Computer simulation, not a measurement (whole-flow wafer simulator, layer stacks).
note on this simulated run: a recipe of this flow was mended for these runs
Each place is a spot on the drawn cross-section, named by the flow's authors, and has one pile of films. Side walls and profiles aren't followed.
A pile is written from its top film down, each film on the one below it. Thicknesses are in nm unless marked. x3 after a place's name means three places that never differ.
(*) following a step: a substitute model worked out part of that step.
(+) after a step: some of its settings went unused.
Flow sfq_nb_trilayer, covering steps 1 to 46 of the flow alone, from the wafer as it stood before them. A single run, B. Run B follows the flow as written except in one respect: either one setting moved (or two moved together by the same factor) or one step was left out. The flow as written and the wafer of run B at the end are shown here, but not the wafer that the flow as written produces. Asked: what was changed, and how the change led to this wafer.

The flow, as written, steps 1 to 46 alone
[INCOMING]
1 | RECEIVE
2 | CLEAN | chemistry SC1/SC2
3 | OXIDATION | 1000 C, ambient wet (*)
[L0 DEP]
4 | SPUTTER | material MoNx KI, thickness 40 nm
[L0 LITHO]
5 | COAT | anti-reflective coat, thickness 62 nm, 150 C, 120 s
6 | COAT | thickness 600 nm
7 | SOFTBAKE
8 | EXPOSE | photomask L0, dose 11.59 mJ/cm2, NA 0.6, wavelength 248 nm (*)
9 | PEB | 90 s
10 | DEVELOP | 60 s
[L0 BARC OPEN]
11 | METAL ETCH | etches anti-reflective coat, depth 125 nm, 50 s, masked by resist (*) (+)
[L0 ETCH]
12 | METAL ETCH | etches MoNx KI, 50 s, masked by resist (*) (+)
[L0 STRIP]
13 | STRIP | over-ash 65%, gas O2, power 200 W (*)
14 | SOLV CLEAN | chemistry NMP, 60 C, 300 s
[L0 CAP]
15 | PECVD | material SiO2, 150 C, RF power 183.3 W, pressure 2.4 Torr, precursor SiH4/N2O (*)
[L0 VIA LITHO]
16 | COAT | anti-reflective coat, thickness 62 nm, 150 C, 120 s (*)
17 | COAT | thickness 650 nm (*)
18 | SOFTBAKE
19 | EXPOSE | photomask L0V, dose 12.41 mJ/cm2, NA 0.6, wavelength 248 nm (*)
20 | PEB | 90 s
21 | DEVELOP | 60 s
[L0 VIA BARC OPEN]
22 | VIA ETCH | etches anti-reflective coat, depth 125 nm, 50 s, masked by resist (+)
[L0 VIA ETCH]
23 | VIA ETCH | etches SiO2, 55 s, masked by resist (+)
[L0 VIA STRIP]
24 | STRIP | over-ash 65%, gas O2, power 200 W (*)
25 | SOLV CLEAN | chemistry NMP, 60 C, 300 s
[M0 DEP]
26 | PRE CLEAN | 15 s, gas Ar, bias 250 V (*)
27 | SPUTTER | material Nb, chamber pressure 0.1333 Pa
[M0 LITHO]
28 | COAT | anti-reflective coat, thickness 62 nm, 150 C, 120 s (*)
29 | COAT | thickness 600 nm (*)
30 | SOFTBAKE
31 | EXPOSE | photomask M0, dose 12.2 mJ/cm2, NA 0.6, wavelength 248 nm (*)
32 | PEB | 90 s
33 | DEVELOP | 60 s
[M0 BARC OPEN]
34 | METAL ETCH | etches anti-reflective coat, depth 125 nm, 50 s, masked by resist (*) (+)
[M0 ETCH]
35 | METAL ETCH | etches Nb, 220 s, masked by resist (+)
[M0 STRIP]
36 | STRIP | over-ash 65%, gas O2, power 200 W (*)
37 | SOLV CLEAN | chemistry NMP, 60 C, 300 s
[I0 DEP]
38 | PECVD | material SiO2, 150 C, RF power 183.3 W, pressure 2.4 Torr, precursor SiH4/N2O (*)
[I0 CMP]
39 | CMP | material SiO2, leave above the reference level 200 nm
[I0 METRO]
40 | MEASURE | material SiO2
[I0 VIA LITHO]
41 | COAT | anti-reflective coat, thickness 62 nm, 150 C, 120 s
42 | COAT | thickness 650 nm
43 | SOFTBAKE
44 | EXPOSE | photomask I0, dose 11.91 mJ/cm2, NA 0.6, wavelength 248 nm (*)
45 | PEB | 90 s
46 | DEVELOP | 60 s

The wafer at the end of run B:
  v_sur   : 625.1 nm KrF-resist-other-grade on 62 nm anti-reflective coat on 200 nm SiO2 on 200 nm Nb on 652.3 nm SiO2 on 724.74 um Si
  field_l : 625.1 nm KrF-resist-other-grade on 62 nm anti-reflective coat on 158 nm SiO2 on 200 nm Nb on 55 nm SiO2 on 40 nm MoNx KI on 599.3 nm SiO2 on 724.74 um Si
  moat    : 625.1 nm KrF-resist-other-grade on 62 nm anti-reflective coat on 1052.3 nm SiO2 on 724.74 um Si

The reason: step 3, OXIDATION: 1030 C was run, whereas the flow has 1000 C.

Step by step, how the change led to this:
  3 | OXIDATION | 1000 C, ambient wet (*)
      field_l, v_sur, via_wl and 103 more: SiO2 gains 599.3 (new film), chemical SiO2 loses 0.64 (all of it), Si loses 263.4 (as written it would have been: SiO2 gains 500 (new film), chemical SiO2 loses 0.64 (all of it), Si loses 219.7)
